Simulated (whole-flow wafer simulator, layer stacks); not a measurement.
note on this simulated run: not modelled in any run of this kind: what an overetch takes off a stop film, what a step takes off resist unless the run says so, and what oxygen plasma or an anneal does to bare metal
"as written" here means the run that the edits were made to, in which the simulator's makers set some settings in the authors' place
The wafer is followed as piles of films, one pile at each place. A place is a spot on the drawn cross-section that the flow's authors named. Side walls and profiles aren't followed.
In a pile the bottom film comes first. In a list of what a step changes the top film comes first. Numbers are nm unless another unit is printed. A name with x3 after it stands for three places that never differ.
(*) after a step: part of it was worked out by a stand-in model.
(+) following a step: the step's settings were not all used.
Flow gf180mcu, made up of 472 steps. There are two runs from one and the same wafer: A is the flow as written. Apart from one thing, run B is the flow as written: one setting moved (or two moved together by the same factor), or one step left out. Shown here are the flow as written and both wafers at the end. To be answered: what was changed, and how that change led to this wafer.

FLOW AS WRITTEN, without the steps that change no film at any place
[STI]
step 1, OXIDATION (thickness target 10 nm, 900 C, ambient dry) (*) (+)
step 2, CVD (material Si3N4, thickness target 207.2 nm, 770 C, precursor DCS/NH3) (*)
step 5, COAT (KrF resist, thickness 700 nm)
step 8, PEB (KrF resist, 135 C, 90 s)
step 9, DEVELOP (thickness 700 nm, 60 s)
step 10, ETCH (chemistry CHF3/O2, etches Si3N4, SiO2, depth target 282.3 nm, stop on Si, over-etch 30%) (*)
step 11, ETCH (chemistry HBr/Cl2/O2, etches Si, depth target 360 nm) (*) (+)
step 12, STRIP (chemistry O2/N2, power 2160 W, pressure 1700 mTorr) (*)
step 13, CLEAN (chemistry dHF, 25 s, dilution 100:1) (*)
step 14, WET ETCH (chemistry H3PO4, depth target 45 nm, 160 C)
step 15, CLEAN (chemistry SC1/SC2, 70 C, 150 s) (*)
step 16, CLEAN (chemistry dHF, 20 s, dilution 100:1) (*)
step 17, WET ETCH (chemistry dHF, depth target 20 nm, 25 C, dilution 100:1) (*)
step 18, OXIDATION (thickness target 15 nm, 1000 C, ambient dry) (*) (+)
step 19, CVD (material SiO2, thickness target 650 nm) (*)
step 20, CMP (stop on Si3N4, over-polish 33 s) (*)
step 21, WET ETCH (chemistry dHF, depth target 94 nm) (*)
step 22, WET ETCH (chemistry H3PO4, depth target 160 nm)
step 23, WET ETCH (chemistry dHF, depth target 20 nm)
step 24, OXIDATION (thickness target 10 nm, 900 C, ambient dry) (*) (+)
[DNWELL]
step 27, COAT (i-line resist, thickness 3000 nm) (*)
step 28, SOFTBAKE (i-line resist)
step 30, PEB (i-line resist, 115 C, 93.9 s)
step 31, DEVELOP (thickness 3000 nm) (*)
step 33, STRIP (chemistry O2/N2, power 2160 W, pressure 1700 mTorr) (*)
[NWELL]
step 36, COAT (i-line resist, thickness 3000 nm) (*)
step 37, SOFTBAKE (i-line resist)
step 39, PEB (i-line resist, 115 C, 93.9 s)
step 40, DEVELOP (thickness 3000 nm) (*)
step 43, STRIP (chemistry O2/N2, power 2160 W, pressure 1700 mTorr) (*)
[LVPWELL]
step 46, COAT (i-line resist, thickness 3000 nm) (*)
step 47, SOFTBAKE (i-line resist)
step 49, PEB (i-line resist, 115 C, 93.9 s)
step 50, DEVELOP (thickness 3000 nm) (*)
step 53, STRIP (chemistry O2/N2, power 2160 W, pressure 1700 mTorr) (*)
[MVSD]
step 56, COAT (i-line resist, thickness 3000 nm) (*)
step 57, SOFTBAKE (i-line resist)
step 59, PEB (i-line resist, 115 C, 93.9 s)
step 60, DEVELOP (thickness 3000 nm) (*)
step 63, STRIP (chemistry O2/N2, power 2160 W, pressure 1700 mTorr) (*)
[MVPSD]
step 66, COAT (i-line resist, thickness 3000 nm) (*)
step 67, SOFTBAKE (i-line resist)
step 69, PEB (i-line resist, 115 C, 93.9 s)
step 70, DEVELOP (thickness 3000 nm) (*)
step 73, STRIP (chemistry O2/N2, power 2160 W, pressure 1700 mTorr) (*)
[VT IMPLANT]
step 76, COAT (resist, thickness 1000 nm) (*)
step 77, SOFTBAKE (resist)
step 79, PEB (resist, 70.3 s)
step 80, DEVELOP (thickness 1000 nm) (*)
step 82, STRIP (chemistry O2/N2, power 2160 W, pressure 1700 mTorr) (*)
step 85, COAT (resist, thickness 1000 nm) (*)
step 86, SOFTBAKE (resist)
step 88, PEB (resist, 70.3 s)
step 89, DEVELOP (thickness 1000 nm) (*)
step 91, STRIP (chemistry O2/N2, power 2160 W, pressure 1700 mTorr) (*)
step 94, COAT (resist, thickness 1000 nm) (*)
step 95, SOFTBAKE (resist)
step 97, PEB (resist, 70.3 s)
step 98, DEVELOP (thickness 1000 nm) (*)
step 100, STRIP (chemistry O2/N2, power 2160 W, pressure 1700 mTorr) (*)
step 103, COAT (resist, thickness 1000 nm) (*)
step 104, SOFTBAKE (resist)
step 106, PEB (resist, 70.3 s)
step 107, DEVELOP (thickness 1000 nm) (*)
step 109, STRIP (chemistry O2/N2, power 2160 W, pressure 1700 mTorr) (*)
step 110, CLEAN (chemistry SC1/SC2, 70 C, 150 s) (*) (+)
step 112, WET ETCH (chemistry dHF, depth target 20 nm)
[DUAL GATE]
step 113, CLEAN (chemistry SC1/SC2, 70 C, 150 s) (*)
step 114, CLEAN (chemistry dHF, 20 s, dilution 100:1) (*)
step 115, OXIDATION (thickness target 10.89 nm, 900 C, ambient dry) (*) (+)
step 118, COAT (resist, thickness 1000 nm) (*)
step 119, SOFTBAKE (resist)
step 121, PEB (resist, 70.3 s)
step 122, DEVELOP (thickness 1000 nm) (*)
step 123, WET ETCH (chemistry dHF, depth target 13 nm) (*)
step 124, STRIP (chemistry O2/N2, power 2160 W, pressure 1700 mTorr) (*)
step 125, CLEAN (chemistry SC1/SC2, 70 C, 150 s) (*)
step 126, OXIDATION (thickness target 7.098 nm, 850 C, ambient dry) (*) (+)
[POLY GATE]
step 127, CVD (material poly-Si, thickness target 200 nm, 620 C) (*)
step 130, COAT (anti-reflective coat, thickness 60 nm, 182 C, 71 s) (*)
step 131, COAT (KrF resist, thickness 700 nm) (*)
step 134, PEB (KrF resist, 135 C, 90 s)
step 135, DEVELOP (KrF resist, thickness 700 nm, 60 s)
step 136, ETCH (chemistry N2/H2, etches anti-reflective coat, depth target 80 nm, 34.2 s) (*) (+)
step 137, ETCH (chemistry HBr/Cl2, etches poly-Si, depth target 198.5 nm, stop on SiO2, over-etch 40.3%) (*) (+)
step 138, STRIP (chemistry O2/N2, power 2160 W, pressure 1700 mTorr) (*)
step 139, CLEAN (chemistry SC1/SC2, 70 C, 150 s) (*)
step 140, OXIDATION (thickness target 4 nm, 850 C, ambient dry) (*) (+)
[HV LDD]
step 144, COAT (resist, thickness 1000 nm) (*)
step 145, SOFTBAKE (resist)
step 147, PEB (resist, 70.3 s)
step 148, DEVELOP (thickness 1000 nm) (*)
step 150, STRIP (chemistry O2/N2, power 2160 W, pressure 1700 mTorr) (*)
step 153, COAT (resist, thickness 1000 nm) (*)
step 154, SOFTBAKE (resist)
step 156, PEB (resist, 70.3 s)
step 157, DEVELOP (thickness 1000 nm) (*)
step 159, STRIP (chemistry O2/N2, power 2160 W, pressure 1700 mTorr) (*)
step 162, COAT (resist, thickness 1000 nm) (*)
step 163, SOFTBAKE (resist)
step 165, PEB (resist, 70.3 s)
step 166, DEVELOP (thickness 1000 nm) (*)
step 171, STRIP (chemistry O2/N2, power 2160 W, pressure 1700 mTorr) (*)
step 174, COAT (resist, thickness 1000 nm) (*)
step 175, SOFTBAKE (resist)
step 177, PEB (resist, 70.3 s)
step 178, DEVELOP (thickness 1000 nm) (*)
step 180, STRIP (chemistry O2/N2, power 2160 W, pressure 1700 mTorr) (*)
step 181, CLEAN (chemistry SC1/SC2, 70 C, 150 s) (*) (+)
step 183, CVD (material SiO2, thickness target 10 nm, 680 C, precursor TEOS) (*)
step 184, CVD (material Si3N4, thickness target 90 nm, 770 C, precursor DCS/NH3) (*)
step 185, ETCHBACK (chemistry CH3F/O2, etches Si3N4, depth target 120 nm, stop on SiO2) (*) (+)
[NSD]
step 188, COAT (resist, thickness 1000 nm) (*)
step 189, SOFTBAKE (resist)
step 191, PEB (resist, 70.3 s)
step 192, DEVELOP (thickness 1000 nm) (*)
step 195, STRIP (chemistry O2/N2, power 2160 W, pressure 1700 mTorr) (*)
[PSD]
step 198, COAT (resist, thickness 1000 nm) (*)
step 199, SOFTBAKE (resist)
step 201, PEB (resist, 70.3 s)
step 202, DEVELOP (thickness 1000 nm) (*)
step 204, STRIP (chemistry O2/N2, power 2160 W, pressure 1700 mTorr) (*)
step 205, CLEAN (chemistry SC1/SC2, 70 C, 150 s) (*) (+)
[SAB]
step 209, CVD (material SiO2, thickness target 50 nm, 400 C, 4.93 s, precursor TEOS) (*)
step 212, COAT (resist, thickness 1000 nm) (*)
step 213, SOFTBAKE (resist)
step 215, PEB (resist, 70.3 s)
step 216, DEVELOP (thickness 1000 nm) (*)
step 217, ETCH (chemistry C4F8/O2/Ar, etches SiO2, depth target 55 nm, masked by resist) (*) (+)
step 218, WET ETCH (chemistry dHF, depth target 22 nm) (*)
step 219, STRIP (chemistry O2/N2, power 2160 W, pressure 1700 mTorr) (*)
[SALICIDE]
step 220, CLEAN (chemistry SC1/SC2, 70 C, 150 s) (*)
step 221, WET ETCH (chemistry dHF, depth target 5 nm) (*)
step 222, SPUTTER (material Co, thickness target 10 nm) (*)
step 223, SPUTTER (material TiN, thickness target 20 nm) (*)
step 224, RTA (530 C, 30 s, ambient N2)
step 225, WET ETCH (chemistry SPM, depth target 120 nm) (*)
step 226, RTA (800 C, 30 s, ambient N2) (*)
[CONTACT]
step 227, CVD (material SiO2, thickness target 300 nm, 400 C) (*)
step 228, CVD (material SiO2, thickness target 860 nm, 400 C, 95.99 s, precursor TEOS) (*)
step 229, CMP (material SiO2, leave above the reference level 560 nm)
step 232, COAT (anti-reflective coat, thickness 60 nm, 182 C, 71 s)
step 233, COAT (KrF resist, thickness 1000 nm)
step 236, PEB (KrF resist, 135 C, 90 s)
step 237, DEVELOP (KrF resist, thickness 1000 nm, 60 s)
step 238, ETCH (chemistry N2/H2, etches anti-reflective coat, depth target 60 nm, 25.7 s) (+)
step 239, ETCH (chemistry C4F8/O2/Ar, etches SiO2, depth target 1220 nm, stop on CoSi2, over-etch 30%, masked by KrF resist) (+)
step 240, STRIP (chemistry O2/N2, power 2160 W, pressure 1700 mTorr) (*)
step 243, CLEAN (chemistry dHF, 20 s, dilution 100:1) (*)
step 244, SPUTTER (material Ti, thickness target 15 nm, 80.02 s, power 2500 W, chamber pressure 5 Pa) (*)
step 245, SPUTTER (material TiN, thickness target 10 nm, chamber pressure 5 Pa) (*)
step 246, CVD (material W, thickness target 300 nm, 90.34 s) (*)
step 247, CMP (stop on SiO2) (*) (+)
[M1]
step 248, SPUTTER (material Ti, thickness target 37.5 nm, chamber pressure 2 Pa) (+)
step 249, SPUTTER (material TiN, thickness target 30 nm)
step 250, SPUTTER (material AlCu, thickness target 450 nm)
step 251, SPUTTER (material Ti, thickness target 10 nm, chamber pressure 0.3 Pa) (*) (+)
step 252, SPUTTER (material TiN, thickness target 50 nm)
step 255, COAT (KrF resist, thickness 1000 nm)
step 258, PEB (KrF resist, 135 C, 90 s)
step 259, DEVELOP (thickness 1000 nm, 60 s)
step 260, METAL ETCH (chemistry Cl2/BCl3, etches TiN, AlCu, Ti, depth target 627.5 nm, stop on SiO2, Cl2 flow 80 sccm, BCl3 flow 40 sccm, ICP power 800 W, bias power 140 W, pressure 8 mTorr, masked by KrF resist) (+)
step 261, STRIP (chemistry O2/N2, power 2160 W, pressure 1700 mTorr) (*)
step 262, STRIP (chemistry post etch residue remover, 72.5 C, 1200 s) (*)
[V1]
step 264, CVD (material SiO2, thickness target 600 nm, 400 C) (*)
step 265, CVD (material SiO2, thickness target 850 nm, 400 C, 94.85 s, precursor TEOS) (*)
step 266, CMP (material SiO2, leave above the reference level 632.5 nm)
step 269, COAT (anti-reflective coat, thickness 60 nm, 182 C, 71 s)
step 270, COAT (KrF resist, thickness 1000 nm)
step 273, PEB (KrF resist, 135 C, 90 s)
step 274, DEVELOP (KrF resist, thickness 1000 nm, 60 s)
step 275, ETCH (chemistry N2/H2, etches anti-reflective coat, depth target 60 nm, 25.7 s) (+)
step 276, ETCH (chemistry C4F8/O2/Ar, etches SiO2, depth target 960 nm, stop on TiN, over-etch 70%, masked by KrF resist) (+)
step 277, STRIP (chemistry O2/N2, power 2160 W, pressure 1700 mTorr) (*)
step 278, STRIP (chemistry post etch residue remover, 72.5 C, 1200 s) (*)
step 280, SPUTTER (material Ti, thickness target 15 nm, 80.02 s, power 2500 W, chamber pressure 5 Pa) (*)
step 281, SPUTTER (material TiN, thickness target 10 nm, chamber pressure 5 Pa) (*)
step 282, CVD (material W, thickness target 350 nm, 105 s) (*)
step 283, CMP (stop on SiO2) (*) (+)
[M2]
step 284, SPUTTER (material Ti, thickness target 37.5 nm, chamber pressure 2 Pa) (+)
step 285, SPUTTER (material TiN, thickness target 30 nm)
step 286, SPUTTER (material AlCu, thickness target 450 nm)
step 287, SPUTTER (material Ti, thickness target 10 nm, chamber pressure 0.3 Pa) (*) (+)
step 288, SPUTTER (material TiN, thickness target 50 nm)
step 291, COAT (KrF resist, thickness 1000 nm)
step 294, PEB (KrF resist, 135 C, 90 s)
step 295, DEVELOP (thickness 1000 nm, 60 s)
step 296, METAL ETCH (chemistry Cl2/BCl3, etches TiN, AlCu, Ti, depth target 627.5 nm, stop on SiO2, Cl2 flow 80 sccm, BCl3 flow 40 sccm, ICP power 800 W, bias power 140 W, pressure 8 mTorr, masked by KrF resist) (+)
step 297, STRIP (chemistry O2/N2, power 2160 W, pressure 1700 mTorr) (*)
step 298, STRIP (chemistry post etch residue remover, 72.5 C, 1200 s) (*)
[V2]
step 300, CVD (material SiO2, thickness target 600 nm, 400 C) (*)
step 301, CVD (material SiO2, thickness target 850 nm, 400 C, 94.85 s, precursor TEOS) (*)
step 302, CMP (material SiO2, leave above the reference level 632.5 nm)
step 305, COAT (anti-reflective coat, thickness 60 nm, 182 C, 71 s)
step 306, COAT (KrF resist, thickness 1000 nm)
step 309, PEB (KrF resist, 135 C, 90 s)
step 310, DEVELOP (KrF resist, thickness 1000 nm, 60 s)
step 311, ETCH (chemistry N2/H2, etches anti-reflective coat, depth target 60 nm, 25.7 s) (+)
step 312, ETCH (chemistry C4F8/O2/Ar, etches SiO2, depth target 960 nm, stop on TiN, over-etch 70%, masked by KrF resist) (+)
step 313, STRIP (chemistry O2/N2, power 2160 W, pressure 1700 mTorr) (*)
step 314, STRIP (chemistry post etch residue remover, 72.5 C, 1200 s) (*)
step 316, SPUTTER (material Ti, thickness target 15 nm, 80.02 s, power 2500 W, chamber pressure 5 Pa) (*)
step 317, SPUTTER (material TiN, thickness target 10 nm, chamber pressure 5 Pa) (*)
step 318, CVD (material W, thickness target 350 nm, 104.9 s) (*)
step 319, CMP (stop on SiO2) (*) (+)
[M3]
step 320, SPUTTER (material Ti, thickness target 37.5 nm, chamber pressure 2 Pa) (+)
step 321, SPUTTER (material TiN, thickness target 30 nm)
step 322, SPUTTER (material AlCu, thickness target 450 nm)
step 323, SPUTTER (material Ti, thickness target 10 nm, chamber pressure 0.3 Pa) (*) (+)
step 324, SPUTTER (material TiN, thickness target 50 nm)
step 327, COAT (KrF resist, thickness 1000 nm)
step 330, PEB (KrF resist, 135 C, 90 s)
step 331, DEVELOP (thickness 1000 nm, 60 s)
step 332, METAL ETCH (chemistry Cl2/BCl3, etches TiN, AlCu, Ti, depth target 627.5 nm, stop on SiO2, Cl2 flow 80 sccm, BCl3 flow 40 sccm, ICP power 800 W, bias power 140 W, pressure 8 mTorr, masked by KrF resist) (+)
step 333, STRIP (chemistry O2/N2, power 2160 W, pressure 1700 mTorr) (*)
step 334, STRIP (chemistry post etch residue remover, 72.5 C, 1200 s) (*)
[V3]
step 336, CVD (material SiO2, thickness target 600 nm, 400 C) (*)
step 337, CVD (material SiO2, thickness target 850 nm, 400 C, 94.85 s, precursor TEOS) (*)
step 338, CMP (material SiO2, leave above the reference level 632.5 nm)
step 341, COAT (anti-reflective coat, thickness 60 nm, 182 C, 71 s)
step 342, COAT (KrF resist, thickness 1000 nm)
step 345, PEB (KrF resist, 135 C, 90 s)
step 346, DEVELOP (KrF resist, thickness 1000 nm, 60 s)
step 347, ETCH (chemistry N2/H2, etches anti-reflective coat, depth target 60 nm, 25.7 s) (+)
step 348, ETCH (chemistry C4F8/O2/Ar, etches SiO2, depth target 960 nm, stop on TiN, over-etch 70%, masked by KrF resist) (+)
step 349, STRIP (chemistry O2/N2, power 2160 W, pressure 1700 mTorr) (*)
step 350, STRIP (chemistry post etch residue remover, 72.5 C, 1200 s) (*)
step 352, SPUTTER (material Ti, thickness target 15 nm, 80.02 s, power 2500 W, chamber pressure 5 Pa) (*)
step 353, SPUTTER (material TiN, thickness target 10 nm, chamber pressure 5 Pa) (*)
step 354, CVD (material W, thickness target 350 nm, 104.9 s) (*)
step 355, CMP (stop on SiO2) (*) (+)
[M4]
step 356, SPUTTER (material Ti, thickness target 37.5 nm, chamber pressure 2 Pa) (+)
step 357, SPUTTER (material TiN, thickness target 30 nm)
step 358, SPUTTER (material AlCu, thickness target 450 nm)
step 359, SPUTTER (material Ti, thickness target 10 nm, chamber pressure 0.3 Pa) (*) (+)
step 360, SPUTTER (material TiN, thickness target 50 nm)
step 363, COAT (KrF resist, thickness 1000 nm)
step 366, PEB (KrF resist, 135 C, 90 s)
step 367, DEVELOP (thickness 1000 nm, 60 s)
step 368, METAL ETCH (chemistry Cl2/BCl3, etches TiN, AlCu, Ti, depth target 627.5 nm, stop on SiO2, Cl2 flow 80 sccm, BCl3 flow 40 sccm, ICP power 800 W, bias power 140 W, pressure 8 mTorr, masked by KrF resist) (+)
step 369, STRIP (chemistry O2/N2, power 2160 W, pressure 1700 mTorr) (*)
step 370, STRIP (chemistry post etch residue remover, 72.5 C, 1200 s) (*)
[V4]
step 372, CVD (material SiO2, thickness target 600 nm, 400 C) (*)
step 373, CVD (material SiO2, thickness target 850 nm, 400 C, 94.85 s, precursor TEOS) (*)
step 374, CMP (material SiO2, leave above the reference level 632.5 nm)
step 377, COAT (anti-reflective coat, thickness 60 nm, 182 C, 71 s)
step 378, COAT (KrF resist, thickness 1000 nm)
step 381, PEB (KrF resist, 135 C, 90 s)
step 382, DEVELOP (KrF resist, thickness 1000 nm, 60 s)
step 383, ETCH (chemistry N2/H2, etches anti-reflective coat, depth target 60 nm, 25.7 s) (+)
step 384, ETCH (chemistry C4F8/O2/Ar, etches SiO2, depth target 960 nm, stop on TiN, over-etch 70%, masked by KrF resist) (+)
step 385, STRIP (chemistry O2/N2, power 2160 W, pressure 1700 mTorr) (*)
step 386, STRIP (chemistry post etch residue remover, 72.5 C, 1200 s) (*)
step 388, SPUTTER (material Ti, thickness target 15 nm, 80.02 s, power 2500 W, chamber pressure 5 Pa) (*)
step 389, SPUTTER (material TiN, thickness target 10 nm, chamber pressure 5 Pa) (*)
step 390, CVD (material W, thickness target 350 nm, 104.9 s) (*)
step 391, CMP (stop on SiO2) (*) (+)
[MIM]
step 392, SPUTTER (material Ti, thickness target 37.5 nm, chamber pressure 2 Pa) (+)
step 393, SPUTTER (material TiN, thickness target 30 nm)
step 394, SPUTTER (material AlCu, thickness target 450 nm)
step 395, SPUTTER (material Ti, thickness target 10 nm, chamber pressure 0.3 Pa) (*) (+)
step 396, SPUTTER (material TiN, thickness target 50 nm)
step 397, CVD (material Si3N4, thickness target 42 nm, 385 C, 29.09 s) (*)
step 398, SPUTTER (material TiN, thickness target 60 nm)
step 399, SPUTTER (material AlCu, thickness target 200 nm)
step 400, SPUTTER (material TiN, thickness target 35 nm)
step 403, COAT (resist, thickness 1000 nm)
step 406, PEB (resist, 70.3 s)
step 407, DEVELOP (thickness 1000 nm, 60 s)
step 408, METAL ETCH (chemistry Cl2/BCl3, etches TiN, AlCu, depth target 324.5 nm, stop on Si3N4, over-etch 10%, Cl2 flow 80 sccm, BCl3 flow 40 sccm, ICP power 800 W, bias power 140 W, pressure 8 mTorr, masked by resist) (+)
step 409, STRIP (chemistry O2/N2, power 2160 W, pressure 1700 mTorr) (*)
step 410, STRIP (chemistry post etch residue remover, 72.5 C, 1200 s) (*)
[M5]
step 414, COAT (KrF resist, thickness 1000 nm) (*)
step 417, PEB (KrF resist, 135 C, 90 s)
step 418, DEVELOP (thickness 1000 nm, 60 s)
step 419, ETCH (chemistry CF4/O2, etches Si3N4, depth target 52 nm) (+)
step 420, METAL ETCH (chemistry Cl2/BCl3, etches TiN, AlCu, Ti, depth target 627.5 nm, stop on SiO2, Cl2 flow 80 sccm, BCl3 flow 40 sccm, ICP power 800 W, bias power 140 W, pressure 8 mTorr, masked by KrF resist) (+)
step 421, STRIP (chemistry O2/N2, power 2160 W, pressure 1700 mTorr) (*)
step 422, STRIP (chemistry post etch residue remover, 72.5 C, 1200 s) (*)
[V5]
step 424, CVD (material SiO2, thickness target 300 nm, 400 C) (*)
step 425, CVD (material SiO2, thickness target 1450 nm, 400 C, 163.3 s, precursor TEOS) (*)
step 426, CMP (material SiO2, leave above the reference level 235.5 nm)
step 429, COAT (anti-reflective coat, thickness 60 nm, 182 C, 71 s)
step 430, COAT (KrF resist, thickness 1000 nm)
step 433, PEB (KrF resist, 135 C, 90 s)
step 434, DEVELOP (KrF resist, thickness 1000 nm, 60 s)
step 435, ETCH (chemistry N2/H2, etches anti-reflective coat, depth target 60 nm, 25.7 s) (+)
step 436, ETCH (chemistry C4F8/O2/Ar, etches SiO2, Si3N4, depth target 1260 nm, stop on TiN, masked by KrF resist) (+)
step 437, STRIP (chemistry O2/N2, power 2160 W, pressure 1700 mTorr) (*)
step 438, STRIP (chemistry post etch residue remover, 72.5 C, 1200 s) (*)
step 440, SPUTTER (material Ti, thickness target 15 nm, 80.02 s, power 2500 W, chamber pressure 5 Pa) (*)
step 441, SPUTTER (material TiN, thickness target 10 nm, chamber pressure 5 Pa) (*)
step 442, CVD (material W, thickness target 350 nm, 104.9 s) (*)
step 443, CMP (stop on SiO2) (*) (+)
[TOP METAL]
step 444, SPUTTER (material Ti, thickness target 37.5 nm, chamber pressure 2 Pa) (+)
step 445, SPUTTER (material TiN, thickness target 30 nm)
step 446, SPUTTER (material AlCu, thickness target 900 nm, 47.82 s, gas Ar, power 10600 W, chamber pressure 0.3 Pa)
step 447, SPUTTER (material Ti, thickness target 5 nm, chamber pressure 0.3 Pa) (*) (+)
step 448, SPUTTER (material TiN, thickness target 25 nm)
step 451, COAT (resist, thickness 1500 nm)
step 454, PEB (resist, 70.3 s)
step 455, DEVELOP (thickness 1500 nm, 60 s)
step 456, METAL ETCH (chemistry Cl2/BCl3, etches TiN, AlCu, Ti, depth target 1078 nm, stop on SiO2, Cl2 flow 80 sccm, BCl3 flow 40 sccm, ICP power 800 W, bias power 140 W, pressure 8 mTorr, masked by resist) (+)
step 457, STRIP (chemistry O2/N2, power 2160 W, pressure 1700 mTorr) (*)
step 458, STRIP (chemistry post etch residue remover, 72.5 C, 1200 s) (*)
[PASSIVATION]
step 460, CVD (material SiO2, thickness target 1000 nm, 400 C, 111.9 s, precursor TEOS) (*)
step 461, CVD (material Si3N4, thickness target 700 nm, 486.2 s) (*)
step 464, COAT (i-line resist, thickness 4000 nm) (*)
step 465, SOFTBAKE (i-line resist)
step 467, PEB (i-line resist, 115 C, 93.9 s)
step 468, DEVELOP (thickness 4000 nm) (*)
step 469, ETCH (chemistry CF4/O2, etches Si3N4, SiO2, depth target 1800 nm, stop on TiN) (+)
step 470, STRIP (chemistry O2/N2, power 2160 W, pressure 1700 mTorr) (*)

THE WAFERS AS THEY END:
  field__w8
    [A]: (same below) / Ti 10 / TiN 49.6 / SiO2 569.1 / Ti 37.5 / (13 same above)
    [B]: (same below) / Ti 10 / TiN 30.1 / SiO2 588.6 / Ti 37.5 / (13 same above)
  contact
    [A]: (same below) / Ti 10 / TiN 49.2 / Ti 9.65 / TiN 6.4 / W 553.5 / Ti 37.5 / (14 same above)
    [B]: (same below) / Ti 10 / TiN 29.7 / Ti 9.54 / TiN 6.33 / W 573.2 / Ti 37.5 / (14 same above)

What caused this: step 360, SPUTTER: thickness target 30.5 nm was run, whereas the flow has thickness target 50 nm.

Step by step, how the change led to this:
  step 360, SPUTTER (material TiN, thickness target 50 nm)
      field, field__w1, field__w2 and 108 more: A +50 TiN (new film) | B +30.5 TiN (new film)
  step 368, METAL ETCH (chemistry Cl2/BCl3, etches TiN, AlCu, Ti, depth target 627.5 nm, stop on SiO2, Cl2 flow 80 sccm, BCl3 flow 40 sccm, ICP power 800 W, bias power 140 W, pressure 8 mTorr, masked by KrF resist) (+)
      field, field__w1, field__w2 and 103 more: A -50 TiN (all of it), -10 Ti (all of it), -450 AlCu (all of it), -30 TiN (all of it), -37.5 Ti (all of it) | B -30.5 TiN (all of it), -10 Ti (all of it), -450 AlCu (all of it), -30 TiN (all of it), -37.5 Ti (all of it)
  step 374, CMP (material SiO2, leave above the reference level 632.5 nm)
      field__w8, contact, m1, m1__w1, m1_nw: A -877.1 SiO2 | B -857.6 SiO2
  step 384, ETCH (chemistry C4F8/O2/Ar, etches SiO2, depth target 960 nm, stop on TiN, over-etch 70%, masked by KrF resist) (+)
      contact: A -572.5 SiO2 (all of it) | B -592 SiO2 (all of it)
  step 390, CVD (material W, thickness target 350 nm, 104.9 s) (*)
      contact: A +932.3 W (new film) | B +952 W (new film)
